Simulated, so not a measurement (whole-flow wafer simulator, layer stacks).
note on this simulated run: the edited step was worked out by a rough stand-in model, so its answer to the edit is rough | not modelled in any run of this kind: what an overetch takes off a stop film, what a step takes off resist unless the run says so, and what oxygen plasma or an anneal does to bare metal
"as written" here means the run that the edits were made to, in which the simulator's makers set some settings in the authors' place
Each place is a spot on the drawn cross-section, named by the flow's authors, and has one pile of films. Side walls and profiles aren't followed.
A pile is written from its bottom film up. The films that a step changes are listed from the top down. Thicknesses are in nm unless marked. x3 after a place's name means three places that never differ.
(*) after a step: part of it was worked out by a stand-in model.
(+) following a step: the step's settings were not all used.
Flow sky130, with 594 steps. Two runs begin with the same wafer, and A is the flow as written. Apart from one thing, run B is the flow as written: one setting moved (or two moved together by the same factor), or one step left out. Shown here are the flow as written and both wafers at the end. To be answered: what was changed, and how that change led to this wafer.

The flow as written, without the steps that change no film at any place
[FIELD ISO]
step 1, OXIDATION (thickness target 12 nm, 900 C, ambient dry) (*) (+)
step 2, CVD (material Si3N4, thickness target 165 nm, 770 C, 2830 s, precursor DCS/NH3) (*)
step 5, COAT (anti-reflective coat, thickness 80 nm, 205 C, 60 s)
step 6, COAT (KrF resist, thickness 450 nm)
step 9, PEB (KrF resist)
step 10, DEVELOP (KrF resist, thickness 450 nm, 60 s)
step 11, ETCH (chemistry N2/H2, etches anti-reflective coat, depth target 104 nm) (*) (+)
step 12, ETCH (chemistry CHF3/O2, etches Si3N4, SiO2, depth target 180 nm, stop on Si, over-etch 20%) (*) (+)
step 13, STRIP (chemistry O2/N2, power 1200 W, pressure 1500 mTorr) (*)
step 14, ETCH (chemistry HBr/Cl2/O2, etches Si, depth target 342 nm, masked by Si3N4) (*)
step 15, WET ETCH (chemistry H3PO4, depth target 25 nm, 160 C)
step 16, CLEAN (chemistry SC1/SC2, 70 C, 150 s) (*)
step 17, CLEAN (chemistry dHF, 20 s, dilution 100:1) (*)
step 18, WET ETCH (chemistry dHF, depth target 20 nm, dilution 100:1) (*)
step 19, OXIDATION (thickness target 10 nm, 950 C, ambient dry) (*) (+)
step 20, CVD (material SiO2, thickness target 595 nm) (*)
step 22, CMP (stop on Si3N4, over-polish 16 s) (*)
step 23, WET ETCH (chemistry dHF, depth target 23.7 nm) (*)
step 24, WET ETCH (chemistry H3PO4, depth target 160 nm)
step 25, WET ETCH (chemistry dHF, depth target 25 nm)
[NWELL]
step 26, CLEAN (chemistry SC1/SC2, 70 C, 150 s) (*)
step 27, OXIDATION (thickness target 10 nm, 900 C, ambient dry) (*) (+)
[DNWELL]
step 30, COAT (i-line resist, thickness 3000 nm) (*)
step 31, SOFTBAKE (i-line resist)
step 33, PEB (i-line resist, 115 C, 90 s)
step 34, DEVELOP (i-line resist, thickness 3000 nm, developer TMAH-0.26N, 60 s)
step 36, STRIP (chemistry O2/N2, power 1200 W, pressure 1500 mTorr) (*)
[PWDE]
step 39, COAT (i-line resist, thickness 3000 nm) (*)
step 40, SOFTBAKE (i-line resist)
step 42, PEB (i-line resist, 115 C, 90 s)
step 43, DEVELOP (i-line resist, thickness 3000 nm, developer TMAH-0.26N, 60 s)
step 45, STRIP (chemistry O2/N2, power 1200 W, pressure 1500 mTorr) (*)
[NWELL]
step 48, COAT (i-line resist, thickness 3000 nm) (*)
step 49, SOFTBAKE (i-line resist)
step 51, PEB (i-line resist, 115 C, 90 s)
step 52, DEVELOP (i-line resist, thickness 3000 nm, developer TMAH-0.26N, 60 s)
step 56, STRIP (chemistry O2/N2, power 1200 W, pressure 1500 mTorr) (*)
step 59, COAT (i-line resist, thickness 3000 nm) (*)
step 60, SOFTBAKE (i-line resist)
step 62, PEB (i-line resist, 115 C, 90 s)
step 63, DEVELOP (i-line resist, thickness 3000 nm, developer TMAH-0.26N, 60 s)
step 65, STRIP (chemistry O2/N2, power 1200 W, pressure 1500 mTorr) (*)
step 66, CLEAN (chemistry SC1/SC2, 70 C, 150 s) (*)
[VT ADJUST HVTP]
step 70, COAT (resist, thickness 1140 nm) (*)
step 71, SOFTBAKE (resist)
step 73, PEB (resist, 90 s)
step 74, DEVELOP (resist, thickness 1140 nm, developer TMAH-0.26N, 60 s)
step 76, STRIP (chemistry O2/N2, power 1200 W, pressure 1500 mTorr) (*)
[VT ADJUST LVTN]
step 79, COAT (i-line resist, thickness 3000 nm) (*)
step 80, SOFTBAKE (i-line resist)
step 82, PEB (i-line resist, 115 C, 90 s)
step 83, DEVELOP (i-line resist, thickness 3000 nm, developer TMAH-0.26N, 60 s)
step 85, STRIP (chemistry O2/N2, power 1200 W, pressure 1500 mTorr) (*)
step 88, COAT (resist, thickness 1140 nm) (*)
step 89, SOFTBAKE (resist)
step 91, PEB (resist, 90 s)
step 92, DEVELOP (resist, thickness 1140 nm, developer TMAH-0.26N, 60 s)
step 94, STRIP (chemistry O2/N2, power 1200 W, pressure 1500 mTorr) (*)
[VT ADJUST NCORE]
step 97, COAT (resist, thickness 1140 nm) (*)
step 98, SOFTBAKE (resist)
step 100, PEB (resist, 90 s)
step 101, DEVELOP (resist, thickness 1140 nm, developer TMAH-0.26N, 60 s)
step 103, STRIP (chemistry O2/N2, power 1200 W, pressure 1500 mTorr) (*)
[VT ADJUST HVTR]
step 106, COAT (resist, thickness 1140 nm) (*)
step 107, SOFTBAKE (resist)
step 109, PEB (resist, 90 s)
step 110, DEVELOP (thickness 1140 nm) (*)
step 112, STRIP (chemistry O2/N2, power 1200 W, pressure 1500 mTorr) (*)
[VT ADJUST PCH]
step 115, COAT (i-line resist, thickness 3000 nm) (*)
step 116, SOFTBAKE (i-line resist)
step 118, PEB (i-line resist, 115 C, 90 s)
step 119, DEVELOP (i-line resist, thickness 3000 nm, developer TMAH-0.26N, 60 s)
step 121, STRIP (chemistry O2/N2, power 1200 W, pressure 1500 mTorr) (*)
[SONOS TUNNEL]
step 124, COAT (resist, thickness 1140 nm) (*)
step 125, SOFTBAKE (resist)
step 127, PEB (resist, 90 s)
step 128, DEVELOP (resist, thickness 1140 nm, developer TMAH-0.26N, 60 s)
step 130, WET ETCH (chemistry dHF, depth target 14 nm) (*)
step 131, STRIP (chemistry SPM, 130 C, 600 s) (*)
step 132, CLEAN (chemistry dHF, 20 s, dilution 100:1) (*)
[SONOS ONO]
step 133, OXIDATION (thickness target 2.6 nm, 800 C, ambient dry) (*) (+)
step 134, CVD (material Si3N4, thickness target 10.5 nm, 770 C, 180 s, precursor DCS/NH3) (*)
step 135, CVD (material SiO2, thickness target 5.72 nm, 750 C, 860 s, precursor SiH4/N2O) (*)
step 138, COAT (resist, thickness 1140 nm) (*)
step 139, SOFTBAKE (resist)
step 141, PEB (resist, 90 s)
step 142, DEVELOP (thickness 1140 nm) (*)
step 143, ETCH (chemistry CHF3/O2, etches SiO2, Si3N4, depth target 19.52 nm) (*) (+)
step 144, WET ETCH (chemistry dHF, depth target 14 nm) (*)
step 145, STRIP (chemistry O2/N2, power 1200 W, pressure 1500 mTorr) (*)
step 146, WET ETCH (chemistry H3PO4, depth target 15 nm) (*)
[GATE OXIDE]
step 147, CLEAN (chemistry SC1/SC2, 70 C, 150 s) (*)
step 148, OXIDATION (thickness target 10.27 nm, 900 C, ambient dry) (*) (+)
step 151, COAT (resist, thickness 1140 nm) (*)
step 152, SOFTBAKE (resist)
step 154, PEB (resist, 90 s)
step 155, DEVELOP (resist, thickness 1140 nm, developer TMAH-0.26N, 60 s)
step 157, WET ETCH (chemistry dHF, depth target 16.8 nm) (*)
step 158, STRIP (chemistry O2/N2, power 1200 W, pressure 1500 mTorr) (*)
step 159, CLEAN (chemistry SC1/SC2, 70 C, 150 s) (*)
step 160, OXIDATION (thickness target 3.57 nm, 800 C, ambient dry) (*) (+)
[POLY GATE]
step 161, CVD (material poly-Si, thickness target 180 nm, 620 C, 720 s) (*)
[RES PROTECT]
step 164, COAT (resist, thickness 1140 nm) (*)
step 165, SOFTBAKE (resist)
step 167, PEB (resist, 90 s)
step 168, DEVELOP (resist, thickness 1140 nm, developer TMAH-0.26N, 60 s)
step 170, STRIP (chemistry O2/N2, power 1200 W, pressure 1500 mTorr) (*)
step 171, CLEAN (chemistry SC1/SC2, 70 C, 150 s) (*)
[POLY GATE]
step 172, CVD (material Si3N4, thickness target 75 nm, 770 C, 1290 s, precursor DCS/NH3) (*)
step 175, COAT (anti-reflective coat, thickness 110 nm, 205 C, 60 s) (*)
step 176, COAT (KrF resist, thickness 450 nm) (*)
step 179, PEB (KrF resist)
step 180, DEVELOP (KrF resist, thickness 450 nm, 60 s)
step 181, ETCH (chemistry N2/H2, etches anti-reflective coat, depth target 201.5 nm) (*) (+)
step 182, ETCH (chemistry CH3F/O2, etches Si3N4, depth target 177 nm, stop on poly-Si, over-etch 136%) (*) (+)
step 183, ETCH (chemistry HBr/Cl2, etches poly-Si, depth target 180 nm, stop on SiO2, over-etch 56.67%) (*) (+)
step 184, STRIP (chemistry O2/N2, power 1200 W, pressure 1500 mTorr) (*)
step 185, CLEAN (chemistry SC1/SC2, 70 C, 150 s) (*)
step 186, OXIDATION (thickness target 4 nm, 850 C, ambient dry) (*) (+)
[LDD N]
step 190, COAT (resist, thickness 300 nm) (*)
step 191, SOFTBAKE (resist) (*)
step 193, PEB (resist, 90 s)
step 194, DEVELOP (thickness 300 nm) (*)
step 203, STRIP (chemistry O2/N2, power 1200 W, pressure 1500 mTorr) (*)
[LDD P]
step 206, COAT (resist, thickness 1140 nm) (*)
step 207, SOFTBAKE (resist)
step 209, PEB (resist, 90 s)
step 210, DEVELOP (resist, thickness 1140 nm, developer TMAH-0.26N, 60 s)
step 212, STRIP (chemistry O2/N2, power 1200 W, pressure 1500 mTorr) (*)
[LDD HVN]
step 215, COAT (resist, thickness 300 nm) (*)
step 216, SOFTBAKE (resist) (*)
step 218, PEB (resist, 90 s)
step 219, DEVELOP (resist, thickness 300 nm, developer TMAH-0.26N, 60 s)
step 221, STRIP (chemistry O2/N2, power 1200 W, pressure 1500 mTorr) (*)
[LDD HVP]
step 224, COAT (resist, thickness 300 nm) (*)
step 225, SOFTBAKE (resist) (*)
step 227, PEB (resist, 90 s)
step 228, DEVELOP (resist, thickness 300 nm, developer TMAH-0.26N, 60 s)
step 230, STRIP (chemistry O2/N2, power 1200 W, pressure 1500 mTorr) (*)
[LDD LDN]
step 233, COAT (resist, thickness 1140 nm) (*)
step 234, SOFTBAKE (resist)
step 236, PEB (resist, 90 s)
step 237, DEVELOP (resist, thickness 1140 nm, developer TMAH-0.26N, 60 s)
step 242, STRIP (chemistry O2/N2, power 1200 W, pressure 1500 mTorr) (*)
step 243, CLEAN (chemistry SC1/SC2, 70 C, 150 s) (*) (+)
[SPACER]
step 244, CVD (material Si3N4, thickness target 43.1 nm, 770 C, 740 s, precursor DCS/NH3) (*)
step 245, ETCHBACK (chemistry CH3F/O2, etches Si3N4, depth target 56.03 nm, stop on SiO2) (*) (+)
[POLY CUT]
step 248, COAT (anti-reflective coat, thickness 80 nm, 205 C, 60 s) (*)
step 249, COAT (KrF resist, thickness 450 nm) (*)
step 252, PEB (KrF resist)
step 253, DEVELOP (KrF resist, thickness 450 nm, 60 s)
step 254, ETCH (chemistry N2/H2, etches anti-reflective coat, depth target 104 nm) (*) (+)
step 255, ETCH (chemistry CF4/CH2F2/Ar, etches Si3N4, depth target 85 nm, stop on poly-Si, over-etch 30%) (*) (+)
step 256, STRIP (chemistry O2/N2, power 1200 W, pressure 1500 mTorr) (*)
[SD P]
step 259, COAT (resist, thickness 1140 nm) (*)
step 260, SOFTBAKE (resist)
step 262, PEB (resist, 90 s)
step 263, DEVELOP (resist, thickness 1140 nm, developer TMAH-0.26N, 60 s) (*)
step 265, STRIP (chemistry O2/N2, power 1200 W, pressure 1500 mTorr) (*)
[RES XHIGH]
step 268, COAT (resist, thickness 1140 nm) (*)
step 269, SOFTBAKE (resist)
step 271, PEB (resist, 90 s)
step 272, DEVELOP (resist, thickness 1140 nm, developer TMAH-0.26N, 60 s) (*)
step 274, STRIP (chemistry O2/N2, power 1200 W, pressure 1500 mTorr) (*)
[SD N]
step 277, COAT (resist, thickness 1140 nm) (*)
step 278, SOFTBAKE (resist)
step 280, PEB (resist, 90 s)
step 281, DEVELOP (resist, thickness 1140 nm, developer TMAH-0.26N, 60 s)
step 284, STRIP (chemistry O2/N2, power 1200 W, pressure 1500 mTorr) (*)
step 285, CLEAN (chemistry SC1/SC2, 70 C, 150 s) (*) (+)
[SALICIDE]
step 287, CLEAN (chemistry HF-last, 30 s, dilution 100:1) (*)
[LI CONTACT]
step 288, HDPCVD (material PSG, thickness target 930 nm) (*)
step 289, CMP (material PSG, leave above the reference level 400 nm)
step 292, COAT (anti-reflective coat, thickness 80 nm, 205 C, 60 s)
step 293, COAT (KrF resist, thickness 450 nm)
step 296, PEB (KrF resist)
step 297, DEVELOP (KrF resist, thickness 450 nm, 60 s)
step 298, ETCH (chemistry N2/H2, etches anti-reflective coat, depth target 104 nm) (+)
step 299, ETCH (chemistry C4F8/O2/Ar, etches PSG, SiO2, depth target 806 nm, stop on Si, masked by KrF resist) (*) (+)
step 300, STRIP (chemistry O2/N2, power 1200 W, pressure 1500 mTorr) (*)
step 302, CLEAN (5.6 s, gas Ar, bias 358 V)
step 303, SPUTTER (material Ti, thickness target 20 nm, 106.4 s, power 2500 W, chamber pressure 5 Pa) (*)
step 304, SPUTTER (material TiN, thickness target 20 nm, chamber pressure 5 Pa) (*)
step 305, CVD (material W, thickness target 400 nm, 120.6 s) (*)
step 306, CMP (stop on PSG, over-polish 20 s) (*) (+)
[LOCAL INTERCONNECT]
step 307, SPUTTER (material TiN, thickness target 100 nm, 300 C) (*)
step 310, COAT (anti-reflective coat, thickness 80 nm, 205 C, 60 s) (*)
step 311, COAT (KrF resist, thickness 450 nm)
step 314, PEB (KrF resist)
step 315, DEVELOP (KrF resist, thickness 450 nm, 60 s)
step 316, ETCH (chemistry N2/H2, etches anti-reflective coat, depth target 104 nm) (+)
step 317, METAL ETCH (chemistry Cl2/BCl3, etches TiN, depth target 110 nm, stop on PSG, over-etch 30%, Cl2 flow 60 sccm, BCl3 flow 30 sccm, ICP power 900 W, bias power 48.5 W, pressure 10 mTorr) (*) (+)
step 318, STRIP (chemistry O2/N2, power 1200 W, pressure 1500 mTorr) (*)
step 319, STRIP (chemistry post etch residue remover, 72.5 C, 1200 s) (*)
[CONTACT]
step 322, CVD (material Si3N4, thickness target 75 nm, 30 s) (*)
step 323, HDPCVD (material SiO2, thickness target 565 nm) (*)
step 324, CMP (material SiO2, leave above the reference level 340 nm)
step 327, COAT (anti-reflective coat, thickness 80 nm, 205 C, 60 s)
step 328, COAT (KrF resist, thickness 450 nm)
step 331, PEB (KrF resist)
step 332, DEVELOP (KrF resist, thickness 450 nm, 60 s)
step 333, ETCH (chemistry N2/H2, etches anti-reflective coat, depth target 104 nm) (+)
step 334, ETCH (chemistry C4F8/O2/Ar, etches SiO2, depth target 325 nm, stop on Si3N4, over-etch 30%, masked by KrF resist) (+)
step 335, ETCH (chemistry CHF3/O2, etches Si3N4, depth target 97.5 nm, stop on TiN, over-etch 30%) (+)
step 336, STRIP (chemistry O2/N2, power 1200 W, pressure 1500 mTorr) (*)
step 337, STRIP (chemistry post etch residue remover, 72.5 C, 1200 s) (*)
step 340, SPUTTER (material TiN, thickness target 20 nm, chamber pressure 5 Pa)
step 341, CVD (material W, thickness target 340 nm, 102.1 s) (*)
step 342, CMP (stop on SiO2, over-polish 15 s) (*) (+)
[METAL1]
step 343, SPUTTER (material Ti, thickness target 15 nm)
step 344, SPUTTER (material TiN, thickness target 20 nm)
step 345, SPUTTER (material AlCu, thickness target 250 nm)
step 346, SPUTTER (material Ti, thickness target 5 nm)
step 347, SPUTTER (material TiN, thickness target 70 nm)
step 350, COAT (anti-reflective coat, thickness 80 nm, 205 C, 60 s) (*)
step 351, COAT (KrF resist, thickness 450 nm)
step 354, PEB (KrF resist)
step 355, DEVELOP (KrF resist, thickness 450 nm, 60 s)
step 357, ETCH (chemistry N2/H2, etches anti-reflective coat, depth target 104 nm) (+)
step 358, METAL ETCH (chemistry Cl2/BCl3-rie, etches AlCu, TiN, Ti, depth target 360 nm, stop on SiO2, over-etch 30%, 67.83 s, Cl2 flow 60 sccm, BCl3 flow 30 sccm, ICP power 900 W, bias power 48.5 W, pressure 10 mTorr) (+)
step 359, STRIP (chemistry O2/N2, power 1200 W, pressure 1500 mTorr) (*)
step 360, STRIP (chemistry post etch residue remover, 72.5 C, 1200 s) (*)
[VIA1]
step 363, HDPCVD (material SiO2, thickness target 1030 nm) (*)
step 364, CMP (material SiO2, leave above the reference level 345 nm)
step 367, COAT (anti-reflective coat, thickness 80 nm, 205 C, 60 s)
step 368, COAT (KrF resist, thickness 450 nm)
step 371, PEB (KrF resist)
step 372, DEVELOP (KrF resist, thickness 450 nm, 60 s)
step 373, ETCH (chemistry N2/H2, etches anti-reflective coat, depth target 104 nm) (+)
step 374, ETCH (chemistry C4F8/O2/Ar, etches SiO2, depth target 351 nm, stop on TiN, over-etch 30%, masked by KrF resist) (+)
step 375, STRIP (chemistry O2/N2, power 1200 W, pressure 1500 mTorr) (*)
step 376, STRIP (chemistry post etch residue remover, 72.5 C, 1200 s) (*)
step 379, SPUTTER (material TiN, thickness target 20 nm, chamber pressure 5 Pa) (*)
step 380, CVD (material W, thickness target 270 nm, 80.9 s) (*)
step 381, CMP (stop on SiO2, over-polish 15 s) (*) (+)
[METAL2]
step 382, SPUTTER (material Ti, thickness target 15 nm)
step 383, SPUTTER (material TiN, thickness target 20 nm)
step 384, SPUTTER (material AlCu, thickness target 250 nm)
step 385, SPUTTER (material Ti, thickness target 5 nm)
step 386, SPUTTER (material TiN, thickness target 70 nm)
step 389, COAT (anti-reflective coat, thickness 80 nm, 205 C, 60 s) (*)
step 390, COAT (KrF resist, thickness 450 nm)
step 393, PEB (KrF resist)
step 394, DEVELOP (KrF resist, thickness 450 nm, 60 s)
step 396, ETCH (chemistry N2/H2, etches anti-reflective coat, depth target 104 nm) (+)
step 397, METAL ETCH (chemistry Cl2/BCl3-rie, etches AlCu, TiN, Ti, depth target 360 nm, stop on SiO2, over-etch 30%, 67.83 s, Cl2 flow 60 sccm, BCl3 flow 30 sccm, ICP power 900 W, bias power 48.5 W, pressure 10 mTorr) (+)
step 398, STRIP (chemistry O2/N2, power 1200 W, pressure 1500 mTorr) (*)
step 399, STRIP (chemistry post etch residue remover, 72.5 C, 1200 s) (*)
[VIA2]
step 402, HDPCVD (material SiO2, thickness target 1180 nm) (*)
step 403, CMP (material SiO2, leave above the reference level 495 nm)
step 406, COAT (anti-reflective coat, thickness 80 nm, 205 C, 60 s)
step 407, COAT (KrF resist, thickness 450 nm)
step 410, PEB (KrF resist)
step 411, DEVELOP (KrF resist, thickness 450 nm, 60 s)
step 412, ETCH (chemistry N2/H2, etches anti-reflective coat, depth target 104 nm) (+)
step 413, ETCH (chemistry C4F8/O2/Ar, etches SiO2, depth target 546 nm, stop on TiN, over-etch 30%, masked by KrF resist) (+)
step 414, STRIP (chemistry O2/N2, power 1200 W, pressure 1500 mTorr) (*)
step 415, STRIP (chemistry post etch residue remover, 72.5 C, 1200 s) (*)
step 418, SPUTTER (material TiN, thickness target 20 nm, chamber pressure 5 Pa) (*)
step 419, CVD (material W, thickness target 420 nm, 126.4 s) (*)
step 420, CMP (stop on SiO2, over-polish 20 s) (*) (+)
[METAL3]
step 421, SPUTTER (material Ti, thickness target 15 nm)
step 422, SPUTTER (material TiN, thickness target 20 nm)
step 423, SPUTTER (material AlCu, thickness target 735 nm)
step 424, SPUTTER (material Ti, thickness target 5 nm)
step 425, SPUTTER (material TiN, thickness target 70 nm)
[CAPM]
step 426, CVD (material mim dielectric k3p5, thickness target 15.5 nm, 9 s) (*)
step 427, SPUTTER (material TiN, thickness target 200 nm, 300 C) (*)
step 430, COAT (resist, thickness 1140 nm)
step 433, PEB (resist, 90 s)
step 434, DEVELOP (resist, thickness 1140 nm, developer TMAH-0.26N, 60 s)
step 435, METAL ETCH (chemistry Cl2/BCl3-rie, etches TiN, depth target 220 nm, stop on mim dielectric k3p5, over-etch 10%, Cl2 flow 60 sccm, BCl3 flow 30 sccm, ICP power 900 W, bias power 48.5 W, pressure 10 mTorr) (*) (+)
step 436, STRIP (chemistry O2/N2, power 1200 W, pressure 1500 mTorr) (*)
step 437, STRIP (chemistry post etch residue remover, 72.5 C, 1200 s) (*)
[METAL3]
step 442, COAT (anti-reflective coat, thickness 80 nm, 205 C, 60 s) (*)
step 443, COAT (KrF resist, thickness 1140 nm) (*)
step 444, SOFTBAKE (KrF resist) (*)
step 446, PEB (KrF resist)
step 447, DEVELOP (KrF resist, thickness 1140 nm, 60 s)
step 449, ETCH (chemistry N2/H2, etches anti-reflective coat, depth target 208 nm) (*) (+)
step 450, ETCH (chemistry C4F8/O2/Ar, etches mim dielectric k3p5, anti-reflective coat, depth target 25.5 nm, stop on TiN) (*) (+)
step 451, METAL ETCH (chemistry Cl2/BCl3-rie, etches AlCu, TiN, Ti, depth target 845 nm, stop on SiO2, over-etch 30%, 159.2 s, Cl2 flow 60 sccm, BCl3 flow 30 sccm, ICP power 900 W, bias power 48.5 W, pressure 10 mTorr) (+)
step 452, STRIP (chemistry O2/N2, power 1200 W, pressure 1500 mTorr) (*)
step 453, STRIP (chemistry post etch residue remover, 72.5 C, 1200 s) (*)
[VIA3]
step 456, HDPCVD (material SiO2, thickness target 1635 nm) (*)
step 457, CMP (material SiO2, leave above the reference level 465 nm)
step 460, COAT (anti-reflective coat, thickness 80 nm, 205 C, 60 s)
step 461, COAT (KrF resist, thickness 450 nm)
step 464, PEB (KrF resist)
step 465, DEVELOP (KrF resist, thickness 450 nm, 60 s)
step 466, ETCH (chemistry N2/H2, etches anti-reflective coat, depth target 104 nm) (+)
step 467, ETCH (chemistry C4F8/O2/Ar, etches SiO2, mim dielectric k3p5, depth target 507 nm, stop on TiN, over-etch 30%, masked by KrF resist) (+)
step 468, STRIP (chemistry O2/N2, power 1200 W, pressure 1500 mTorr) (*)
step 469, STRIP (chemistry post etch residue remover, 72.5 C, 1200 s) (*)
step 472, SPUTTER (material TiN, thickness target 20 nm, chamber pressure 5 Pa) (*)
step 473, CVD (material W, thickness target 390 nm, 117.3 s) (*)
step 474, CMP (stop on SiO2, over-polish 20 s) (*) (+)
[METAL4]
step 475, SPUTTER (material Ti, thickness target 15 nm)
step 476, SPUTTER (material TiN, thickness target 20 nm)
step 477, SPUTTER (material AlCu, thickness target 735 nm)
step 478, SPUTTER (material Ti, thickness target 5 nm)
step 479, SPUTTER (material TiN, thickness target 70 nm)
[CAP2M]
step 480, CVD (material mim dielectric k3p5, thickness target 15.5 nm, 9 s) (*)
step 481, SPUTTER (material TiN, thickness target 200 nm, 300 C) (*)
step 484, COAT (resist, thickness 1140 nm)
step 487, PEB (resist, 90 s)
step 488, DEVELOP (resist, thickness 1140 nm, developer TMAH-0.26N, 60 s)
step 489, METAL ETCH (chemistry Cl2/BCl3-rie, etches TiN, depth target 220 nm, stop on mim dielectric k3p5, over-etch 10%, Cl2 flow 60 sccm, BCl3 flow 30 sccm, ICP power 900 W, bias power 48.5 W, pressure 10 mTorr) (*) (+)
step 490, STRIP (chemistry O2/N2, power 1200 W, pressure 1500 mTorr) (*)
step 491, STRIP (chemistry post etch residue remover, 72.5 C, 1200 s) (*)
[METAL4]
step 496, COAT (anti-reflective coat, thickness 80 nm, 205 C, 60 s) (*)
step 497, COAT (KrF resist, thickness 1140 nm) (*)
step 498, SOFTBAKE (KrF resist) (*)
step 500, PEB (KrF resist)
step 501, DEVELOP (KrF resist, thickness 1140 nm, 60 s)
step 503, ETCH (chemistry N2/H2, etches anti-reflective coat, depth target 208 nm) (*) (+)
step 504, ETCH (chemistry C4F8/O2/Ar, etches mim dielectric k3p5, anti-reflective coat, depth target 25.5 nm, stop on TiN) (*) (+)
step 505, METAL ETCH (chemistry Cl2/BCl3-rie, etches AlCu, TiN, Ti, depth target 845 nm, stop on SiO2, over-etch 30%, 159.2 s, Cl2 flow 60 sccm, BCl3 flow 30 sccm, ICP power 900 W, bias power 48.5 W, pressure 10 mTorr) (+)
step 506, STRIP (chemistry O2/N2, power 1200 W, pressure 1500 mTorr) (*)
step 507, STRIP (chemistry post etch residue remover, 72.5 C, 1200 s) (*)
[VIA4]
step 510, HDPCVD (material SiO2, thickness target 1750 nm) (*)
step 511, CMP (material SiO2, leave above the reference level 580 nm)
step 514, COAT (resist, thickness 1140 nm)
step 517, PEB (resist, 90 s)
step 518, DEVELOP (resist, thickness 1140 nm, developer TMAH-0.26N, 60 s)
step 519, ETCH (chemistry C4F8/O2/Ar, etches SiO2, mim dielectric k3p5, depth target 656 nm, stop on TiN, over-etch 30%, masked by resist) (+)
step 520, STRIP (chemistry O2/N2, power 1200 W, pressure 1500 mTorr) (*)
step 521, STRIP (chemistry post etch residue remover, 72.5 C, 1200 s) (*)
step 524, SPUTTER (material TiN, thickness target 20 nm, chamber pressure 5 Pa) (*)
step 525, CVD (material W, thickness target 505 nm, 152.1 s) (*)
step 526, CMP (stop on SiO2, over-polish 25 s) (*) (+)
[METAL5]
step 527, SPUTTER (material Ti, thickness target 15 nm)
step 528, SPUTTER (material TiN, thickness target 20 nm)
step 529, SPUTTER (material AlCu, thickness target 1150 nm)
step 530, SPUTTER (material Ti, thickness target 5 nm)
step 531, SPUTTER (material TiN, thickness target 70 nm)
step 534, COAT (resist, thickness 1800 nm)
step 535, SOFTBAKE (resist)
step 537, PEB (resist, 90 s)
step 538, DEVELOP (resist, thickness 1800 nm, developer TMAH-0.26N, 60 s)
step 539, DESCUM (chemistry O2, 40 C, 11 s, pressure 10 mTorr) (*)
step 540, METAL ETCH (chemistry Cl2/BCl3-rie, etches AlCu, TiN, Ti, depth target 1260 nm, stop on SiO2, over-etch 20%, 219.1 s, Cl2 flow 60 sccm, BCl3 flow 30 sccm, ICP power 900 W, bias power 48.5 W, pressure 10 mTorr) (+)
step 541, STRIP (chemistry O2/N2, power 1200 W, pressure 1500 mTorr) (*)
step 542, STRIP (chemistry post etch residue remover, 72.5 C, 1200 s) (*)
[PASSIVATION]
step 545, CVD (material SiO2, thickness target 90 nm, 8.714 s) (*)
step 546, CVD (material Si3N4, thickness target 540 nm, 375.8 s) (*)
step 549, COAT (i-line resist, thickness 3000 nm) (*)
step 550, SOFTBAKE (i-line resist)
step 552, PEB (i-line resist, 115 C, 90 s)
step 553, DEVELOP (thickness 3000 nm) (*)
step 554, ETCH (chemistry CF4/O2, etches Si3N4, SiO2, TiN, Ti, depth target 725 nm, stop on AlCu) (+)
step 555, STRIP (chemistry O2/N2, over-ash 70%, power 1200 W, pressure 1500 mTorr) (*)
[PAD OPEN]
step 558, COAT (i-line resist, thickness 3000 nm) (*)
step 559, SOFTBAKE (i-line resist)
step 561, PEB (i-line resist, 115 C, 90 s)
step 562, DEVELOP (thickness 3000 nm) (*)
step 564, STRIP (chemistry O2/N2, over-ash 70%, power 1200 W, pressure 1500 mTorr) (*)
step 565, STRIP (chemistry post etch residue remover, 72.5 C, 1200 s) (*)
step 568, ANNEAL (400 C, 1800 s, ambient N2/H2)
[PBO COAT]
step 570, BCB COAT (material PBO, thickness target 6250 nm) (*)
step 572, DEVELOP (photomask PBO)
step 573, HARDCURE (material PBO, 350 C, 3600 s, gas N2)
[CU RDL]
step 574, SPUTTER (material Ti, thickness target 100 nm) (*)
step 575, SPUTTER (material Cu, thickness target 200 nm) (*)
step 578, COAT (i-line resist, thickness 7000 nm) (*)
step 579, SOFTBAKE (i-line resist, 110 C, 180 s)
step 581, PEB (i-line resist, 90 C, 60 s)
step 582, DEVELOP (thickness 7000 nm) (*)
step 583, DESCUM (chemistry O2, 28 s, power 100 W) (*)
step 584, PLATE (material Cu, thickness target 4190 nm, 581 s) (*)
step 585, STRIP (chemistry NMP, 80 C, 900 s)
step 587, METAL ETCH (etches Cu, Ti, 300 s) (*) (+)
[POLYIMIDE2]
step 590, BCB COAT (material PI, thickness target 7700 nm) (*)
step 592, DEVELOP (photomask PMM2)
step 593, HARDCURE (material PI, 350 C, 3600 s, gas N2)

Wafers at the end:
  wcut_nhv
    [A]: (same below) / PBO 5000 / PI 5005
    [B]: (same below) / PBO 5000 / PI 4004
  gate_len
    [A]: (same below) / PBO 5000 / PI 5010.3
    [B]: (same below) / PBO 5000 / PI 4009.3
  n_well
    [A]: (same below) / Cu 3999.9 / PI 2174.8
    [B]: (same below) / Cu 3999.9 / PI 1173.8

Cause: step 590, BCB COAT: thickness target 6160 nm was run, whereas the flow has thickness target 7700 nm.

Step by step, how the change led to this:
  step 590, BCB COAT (material PI, thickness target 7700 nm) (*)
      de16_gate_nw: A PI gains 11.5 um (new film) | B PI gains 9887.5 (new film)
      dice_street, wcut_nhv, wcut_phv and 14 more: A PI gains 7700 (new film) | B PI gains 6160 (new film)
      (as well as at 175 more places)
  step 592, DEVELOP (photomask PMM2)
      pad: A PI loses 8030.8 (all of it) | B PI loses 6490.8 (all of it)
  step 593, HARDCURE (material PI, 350 C, 3600 s, gas N2)
      dice_street, wcut_nhv, wcut_phv and 16 more: A PI loses 2695 | B PI loses 2156
      gate_p_lg05, gate_len, gate_lvt_sd_len, gate_p_sd_len, gate_p_hvt_sd_len, gate_p_lvt_sd_len, gate_len_250: A PI loses 2695.1 | B PI loses 2156.1
      (as well as at 166 more places)
